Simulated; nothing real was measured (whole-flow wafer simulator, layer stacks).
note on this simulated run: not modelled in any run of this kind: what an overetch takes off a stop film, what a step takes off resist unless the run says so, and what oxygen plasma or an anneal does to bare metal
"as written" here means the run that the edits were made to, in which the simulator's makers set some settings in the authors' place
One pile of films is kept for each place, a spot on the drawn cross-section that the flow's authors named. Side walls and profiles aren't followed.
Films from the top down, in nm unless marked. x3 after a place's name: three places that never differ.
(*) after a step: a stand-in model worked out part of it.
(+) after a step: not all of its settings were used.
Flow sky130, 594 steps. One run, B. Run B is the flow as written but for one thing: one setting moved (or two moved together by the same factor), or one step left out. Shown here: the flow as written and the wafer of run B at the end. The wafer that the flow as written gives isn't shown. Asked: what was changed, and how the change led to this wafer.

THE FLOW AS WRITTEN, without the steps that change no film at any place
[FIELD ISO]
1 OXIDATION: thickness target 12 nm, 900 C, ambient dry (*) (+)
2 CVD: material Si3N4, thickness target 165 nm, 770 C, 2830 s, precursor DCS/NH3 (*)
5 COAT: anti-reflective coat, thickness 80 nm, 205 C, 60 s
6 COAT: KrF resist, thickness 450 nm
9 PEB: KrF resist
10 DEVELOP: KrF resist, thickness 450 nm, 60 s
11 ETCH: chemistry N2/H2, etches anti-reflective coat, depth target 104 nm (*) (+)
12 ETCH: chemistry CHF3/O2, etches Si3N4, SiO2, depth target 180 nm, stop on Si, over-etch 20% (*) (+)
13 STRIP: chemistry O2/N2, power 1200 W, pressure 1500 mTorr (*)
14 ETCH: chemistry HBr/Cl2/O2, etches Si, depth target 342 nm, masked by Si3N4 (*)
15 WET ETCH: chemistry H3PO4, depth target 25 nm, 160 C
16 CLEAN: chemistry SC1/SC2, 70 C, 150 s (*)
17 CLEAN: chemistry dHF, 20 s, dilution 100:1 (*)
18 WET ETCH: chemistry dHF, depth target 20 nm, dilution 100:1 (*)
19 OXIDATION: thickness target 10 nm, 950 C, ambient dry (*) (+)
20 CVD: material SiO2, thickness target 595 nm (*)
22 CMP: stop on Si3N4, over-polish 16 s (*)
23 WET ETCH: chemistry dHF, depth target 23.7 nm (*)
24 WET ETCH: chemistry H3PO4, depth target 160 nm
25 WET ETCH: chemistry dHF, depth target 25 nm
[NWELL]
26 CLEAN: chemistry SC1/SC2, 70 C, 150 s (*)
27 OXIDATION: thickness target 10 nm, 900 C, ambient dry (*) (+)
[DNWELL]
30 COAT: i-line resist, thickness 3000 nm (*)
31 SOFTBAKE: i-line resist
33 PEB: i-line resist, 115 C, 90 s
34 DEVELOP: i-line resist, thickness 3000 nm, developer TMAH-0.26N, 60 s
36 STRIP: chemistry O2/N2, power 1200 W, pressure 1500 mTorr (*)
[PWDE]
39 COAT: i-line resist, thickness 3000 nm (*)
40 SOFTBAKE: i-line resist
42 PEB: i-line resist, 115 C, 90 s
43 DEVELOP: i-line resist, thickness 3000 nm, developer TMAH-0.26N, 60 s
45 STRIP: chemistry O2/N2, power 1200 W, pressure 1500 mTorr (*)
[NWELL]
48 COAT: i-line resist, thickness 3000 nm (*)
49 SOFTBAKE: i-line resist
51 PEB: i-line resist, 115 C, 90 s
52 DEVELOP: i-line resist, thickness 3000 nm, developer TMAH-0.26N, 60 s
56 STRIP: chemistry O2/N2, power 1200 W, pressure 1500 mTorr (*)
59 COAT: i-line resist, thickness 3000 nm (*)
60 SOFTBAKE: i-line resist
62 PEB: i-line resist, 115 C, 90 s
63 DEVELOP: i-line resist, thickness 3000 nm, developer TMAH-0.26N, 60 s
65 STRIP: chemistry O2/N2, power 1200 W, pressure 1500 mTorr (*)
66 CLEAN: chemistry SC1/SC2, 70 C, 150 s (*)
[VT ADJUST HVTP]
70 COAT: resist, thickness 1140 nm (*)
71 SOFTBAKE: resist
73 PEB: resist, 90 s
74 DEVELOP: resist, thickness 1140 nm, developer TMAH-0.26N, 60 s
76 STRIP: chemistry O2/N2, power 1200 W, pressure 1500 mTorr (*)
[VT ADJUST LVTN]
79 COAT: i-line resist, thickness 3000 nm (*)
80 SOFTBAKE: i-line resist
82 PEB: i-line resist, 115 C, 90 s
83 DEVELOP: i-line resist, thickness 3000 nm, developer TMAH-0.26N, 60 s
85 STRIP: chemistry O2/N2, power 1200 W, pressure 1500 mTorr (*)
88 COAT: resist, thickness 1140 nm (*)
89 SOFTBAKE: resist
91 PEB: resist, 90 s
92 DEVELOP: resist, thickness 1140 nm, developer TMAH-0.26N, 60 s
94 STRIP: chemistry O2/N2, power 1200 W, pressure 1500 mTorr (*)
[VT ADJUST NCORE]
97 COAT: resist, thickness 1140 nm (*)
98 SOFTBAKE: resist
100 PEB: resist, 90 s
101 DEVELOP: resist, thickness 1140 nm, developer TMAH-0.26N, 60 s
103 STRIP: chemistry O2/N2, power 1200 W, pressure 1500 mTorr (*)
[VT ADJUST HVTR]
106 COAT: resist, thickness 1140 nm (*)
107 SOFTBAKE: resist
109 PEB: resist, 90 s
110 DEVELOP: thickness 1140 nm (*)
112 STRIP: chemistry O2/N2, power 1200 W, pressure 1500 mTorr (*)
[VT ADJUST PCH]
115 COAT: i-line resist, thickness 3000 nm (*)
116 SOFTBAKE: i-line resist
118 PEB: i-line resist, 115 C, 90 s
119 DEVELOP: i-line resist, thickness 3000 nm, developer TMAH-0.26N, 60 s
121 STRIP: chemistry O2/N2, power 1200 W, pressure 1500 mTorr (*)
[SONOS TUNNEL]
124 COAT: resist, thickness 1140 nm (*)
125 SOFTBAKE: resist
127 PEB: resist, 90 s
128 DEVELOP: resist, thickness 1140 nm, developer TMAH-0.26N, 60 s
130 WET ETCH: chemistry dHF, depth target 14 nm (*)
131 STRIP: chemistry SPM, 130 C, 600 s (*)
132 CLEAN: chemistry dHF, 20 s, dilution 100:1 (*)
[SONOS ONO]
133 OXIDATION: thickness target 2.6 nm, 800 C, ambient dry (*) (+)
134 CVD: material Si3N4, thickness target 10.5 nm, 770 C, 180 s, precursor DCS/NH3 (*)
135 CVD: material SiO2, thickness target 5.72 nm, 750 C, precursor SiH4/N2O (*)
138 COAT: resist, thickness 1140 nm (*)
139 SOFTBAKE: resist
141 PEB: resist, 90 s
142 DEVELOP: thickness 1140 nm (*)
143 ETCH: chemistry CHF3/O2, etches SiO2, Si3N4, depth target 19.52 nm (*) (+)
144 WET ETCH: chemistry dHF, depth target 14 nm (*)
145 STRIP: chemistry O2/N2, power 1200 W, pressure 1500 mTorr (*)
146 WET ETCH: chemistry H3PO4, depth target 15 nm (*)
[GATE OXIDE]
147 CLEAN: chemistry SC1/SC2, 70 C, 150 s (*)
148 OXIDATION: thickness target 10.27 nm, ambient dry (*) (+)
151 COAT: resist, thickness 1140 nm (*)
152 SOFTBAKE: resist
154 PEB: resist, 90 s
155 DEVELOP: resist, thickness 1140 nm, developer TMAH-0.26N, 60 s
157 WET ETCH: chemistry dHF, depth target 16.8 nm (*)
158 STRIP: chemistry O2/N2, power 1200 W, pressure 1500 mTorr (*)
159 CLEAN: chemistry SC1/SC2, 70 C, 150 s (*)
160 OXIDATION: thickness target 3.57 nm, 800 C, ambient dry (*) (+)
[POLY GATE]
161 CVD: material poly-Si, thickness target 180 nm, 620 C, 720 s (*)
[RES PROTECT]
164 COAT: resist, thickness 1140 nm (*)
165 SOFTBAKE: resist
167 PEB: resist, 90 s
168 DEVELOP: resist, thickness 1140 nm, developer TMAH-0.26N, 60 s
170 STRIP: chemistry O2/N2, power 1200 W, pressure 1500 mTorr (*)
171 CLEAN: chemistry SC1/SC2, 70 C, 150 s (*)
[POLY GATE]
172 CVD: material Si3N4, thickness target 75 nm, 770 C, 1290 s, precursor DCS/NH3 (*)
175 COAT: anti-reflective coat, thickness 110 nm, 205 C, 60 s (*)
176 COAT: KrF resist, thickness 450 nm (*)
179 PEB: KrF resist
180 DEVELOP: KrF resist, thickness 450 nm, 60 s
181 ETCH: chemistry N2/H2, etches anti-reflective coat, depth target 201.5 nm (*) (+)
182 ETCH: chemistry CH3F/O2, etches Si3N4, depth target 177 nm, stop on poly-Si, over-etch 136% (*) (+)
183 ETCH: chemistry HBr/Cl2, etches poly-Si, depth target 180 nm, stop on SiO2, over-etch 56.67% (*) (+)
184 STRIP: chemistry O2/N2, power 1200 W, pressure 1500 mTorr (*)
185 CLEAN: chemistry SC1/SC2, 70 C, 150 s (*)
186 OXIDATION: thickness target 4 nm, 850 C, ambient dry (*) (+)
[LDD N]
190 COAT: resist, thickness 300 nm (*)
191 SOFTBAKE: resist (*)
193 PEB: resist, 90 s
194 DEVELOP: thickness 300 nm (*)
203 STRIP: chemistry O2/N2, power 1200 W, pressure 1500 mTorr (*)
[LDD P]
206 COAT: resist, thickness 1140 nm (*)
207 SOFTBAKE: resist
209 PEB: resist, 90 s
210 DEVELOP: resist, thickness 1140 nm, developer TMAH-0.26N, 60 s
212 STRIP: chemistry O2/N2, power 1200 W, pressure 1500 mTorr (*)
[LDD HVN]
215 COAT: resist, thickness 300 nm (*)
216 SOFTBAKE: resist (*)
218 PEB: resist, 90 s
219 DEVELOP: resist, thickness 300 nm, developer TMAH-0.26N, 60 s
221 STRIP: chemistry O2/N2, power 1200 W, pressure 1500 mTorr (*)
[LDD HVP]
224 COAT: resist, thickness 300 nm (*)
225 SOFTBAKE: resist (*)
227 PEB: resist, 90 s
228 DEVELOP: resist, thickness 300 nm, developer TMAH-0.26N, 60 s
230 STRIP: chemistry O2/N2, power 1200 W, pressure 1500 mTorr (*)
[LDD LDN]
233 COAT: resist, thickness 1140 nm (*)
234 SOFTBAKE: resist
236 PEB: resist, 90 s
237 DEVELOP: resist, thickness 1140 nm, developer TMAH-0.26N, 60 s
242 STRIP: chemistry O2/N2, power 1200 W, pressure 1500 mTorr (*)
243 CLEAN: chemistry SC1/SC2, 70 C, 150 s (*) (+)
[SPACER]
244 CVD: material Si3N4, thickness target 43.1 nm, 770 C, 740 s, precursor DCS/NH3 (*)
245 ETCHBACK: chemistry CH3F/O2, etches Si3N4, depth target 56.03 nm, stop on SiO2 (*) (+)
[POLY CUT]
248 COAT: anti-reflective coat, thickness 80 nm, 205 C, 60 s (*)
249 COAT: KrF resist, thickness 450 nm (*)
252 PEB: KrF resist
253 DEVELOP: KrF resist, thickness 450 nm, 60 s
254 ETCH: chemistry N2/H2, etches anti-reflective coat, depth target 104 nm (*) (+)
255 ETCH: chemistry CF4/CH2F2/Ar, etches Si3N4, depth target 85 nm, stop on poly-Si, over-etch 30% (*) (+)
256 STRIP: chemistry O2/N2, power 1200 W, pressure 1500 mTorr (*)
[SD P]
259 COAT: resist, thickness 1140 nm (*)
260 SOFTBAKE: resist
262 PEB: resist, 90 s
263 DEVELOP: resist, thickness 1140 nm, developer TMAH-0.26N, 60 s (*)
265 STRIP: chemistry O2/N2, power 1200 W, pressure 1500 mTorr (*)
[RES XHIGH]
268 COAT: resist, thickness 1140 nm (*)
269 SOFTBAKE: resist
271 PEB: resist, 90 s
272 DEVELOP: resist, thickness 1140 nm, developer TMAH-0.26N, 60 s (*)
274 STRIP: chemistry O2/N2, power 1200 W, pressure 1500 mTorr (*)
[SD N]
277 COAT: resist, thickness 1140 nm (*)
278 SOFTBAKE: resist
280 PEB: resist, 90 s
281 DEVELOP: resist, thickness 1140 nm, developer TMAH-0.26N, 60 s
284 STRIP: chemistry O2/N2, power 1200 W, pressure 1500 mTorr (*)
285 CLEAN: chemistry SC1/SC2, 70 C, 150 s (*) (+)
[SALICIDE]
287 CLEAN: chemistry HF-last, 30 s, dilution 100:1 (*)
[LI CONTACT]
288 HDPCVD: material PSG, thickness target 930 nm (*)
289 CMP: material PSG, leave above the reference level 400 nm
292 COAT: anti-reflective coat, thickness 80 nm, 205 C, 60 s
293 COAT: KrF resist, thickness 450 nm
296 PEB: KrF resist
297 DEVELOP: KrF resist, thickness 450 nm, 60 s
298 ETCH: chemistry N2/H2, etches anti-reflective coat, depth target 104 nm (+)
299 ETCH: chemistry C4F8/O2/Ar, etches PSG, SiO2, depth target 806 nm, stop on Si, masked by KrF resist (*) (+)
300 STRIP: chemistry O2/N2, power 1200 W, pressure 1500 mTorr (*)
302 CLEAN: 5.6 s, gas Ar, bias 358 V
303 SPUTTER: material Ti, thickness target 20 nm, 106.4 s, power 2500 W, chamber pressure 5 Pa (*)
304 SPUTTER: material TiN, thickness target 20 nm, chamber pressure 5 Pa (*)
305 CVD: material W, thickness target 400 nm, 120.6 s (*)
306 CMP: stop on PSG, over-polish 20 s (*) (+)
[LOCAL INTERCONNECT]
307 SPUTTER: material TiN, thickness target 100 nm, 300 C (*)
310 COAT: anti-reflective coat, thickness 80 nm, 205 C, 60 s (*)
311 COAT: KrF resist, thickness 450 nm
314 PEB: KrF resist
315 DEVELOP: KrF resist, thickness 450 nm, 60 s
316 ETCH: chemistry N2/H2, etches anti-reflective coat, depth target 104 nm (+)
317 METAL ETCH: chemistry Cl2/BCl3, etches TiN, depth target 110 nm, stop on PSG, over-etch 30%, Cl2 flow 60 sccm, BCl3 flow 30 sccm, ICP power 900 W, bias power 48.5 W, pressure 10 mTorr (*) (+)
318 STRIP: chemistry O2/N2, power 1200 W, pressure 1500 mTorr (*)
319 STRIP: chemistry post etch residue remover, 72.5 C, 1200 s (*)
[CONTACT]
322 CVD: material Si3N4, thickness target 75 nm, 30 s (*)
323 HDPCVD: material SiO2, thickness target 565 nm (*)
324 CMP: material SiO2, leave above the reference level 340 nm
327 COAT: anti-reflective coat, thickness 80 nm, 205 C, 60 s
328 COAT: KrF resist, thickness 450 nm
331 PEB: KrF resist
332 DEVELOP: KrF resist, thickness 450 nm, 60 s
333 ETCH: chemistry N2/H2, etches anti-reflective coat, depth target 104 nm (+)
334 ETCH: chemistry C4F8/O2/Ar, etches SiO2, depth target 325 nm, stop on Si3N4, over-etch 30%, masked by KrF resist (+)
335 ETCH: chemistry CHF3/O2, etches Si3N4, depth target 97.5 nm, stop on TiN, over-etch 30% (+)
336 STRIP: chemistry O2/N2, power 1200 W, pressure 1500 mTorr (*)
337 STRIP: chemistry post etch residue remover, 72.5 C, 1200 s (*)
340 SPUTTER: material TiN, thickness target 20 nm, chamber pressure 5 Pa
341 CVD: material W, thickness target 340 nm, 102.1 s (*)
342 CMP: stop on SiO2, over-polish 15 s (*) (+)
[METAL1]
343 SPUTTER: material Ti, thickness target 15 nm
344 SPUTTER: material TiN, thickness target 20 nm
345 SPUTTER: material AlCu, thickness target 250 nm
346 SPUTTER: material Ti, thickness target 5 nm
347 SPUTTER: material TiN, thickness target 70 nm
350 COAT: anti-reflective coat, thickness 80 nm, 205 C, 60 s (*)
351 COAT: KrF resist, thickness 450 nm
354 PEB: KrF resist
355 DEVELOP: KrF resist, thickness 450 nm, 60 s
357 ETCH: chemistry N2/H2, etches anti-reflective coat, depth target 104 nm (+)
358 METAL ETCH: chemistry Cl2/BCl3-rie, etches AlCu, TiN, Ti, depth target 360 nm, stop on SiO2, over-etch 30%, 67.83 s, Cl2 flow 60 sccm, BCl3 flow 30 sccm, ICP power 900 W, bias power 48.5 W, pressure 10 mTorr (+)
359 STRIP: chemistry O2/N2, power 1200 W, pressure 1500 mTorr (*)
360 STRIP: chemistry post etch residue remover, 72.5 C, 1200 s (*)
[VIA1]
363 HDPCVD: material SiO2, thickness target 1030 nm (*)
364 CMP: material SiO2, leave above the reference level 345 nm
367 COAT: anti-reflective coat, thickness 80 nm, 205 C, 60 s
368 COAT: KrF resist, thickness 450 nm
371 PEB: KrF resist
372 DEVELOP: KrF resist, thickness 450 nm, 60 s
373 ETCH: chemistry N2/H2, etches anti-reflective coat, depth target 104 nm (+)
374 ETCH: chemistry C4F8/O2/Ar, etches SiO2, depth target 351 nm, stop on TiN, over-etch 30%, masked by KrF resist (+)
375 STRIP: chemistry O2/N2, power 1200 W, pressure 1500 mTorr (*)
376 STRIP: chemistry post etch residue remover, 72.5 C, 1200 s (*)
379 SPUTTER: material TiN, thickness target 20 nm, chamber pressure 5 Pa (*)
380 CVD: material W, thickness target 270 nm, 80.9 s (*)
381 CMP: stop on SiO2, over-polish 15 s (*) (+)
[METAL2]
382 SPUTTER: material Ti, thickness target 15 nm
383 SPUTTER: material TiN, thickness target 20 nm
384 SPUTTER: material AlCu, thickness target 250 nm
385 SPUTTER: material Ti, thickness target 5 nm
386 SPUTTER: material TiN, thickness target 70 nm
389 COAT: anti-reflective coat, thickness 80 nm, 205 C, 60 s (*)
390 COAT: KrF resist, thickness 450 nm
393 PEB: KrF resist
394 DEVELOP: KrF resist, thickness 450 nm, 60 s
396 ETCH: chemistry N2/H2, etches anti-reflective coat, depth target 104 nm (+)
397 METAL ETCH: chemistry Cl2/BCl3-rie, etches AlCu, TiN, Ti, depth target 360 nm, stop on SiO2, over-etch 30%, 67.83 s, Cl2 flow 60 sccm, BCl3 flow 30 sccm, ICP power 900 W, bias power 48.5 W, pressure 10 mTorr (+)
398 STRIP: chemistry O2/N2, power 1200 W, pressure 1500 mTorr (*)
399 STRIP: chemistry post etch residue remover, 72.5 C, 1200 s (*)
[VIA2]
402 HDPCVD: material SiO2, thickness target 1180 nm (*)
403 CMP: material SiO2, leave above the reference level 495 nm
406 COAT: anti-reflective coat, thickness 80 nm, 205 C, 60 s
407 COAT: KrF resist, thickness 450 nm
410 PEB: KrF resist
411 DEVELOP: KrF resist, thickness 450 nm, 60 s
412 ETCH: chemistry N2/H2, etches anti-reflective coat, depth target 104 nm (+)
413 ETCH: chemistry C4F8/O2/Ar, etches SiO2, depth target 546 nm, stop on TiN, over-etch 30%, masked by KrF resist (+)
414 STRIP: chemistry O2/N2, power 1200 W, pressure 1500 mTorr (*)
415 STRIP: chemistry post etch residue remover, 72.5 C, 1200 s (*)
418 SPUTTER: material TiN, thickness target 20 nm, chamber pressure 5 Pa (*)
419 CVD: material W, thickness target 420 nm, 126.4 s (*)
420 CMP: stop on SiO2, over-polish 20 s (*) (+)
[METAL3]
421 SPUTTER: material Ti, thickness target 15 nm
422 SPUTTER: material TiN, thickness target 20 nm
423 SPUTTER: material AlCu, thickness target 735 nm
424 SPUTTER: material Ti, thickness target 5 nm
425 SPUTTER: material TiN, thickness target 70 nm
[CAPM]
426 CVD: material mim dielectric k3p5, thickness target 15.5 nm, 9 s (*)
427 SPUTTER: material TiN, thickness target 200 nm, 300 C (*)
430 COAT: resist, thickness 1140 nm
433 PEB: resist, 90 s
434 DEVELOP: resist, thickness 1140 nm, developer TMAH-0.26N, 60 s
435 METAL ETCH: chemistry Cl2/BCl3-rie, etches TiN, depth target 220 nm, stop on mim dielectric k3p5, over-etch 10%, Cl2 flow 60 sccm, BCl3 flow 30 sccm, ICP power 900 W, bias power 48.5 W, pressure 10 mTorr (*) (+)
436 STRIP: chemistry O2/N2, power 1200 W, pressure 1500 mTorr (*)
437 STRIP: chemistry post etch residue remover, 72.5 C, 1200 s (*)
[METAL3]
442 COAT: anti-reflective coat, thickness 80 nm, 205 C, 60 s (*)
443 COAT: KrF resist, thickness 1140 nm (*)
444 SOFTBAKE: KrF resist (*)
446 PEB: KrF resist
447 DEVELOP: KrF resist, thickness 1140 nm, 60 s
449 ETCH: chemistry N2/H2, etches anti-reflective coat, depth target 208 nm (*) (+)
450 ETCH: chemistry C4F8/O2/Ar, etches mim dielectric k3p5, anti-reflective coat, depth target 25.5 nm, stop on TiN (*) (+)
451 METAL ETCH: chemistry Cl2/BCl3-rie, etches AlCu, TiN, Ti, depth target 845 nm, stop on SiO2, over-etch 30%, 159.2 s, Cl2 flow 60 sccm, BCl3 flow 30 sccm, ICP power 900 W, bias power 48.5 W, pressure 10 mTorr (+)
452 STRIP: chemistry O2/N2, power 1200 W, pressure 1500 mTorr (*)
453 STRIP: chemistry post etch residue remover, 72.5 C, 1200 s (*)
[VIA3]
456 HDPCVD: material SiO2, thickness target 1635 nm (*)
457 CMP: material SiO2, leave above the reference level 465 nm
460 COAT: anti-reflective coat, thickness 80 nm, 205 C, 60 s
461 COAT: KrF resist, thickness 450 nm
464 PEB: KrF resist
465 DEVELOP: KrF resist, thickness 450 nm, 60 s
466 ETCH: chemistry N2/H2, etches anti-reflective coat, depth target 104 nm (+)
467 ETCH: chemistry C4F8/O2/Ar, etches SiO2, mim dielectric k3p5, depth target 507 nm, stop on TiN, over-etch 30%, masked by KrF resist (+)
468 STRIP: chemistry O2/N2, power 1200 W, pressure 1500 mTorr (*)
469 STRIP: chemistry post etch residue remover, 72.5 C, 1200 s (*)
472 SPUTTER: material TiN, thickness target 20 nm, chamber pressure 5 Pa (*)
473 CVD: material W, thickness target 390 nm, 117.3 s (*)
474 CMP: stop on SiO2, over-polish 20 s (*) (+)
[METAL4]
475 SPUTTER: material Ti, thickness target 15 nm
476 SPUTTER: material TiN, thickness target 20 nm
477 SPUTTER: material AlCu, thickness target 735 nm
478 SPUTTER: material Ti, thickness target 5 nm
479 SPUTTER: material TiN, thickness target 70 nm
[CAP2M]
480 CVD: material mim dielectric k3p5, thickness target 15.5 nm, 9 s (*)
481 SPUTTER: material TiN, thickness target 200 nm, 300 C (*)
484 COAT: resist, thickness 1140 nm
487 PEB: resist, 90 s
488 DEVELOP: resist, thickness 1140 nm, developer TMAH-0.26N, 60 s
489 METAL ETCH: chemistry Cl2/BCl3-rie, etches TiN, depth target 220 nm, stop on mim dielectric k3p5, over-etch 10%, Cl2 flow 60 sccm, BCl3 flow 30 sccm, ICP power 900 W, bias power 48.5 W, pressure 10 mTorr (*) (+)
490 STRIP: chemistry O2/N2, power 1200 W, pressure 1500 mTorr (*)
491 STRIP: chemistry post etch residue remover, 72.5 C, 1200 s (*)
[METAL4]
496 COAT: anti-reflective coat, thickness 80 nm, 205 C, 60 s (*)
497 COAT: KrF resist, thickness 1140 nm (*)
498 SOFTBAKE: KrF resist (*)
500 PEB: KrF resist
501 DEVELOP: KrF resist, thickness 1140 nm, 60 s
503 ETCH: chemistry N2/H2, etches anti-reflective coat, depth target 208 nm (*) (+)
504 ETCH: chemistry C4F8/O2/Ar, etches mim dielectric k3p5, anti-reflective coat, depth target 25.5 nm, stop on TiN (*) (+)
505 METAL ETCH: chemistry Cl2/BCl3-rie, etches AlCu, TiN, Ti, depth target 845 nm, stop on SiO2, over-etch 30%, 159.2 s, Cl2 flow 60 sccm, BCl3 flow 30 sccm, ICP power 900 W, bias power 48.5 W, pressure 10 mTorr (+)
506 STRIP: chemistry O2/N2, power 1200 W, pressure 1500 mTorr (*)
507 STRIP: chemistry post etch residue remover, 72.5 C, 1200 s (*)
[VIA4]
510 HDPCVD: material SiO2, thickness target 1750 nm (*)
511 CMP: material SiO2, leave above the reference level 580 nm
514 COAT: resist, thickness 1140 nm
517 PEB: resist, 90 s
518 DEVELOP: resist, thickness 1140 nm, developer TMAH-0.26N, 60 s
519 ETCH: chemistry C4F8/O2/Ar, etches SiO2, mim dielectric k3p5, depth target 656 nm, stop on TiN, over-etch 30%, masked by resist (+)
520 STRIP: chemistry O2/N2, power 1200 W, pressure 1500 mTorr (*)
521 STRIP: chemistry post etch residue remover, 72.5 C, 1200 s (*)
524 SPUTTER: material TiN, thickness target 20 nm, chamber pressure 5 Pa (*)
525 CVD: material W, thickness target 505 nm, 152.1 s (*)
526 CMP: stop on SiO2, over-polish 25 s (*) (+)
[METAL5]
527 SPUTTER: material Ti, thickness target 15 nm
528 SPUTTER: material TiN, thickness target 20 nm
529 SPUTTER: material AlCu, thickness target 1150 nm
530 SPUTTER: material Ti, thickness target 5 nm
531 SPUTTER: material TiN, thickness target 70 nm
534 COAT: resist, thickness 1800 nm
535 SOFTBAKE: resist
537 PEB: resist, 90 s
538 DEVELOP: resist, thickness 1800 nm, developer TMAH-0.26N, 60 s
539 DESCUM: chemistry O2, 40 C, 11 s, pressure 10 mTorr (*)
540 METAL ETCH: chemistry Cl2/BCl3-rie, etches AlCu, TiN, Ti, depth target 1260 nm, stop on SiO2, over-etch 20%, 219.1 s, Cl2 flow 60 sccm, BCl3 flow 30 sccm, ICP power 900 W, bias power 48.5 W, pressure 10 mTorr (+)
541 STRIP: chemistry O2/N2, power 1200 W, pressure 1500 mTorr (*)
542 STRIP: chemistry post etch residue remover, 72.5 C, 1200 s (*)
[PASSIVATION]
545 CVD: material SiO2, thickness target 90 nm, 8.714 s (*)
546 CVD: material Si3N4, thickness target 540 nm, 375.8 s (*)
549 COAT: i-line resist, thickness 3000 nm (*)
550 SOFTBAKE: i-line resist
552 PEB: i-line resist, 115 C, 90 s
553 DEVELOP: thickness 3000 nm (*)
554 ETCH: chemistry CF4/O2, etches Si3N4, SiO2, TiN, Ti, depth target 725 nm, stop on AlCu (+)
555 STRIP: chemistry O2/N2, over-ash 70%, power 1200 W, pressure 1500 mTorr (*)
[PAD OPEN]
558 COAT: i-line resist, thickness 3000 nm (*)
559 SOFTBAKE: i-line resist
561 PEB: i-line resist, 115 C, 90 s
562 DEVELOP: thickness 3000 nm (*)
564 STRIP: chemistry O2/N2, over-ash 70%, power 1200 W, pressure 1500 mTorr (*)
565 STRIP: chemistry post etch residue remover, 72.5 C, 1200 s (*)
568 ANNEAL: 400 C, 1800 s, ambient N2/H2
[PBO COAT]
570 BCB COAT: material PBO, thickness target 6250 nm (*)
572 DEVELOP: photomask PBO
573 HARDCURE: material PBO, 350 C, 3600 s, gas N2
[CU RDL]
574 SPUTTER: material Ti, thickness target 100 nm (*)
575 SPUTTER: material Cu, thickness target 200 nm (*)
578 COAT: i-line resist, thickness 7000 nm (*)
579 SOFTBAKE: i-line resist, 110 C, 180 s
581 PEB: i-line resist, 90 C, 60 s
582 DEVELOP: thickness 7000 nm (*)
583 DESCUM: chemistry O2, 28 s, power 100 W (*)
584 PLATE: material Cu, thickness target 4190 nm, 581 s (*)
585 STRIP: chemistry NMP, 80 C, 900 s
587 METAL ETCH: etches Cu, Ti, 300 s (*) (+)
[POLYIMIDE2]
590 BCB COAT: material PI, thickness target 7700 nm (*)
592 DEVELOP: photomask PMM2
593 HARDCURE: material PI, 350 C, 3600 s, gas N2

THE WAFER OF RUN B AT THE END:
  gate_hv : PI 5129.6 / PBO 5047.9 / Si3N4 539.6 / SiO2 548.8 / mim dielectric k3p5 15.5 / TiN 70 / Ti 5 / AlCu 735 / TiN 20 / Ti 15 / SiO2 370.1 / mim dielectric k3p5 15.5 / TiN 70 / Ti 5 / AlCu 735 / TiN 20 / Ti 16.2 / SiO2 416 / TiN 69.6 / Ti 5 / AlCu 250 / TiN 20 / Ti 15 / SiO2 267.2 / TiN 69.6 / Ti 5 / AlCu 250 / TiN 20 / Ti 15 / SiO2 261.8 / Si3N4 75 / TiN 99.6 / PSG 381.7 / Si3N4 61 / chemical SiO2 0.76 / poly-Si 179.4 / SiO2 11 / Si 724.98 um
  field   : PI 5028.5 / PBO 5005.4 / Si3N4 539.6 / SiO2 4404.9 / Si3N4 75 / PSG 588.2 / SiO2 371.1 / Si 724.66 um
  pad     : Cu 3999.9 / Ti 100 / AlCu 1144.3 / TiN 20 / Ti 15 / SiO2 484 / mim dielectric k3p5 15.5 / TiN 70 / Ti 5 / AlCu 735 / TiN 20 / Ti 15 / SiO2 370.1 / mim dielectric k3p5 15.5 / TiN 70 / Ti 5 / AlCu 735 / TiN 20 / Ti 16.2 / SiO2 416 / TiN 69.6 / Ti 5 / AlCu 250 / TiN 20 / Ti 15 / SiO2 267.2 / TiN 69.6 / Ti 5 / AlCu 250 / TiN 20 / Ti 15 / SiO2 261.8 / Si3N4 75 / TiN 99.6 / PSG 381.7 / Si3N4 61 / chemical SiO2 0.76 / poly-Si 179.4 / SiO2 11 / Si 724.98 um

The cause: step 421, SPUTTER: thickness target 16.2 nm was run, where the flow has thickness target 15 nm.
It can be read off the wafer: gate_hv has Ti 16.2, and step 421 as written asks for 15 nm.

How the change led to this, step by step:
  421 SPUTTER: material Ti, thickness target 15 nm
      field, active, n_well and 188 more: Ti +16.2 (new film) (as written it would be: Ti +15 (new film))
  451 METAL ETCH: chemistry Cl2/BCl3-rie, etches AlCu, TiN, Ti, depth target 845 nm, stop on SiO2, over-etch 30%, 159.2 s, Cl2 flow 60 sccm, BCl3 flow 30 sccm, ICP power 900 W, bias power 48.5 W, pressure 10 mTorr (+)
      field, active, gate and 69 more: TiN -70 (all of it), Ti -5 (all of it), AlCu -735 (all of it), TiN -20 (all of it), Ti -16.2 (all of it), SiO2 -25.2 (as written it would be: TiN -70 (all of it), Ti -5 (all of it), AlCu -735 (all of it), TiN -20 (all of it), Ti -15 (all of it), SiO2 -25.4)
      vpp_ln, vpp_iso2, ndiff_ln and 10 more: TiN -70 (all of it), Ti -5 (all of it), AlCu -735 (all of it), TiN -20 (all of it), Ti -16.2 (all of it), SiO2 -25.2 (as written it would be: TiN -70 (all of it), Ti -5 (all of it), AlCu -735 (all of it), TiN -20 (all of it), Ti -15 (all of it), SiO2 -25.3)
